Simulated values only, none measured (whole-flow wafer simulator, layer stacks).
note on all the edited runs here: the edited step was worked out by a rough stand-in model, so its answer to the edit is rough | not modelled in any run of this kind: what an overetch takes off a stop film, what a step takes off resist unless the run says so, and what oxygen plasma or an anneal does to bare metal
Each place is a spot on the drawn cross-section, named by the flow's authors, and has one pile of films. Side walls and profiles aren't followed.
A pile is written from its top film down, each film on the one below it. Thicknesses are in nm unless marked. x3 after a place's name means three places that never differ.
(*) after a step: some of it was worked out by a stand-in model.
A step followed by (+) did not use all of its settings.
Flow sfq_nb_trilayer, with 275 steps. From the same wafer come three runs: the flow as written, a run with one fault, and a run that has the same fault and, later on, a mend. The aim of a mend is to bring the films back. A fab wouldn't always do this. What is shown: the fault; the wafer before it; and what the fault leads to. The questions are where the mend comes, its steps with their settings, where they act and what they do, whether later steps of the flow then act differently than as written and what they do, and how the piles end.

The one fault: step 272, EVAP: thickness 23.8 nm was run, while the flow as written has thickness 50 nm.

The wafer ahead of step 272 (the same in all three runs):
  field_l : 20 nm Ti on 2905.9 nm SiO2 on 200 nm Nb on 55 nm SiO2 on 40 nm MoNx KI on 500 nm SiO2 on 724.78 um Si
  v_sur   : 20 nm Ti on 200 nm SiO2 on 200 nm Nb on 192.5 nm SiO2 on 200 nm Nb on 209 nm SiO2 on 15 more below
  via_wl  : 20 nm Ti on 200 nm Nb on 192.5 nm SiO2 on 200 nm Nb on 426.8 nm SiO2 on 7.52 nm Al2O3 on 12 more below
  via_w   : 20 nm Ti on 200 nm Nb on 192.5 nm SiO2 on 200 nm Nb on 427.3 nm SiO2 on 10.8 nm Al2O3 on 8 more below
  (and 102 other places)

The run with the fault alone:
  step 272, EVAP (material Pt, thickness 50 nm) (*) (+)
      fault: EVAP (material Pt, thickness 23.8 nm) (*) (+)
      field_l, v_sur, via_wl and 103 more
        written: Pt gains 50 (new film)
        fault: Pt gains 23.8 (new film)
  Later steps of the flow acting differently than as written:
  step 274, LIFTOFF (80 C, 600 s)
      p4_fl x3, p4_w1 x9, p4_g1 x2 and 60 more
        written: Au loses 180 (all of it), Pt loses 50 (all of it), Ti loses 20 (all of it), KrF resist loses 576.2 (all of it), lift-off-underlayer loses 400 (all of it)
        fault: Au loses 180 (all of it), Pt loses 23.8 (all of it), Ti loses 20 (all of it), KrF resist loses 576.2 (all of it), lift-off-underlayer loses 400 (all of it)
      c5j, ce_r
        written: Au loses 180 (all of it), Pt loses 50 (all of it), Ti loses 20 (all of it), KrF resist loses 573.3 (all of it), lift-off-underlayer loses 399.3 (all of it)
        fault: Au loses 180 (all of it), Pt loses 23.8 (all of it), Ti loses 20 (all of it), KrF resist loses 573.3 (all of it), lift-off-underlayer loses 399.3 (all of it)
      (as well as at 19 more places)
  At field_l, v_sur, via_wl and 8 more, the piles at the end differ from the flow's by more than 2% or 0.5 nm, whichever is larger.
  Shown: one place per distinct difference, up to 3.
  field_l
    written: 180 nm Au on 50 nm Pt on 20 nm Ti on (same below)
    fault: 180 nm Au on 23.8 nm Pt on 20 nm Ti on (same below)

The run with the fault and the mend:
  After step 272 comes the mend.
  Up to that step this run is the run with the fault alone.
  step 272a, EVAP (material Pt, thickness 26.2 nm) (*) (+) (a further turn of the flow's step 272, with different settings)
      field_l, v_sur, via_wl and 103 more
        Pt gains 26.2
  Every later step of the flow that is run acts as written at every place that is followed.
  At every place that both follow, the piles at the end match the flow's.
